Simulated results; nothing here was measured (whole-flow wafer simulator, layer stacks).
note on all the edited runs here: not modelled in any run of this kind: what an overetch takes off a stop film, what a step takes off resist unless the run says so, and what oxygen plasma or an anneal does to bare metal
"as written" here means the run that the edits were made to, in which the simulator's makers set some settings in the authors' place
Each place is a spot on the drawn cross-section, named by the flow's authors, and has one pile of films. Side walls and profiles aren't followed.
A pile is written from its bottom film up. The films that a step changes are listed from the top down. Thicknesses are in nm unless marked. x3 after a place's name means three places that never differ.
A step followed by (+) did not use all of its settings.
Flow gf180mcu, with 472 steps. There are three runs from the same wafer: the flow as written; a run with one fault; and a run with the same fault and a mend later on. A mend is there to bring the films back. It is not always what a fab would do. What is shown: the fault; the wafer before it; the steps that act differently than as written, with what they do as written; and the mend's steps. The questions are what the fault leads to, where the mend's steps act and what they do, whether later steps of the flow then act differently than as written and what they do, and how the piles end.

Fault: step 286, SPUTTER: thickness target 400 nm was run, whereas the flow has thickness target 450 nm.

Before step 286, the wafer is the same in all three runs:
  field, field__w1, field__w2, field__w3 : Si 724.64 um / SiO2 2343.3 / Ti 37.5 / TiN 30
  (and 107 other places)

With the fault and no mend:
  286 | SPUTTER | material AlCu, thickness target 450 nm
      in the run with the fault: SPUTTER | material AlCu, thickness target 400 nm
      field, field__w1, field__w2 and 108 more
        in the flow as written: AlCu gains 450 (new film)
        in the run with the fault: AlCu gains 400 (new film)
  Steps further on in the flow that do not act as written:
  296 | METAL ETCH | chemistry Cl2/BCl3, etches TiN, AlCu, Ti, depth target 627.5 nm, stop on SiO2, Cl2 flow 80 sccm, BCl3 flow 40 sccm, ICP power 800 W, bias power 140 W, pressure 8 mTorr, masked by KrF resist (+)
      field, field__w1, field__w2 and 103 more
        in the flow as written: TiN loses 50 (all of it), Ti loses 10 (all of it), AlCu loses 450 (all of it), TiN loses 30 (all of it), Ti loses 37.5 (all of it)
        in the run with the fault: TiN loses 50 (all of it), Ti loses 10 (all of it), AlCu loses 400 (all of it), TiN loses 30 (all of it), Ti loses 37.5 (all of it)
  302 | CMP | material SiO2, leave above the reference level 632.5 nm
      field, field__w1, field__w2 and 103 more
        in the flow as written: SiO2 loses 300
        in the run with the fault: SiO2 loses 350
  At field__w8, contact, m1, m1__w1, m1_nw, the piles at the end differ from the flow's by more than 2% or 0.5 nm, whichever is larger.
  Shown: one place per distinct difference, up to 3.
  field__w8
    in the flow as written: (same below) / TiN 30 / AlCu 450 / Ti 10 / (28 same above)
    in the run with the fault: (same below) / TiN 30 / AlCu 400 / Ti 10 / (28 same above)
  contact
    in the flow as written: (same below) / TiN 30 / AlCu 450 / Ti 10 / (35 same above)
    in the run with the fault: (same below) / TiN 30 / AlCu 400 / Ti 10 / (35 same above)

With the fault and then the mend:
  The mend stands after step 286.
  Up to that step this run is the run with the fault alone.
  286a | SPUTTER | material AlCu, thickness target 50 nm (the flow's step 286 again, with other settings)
      field, field__w1, field__w2 and 108 more
        AlCu gains 50
  Every later step of the flow that is run acts as written at every place that is followed.
  By the end, the piles equal the flow's at every place that both follow.
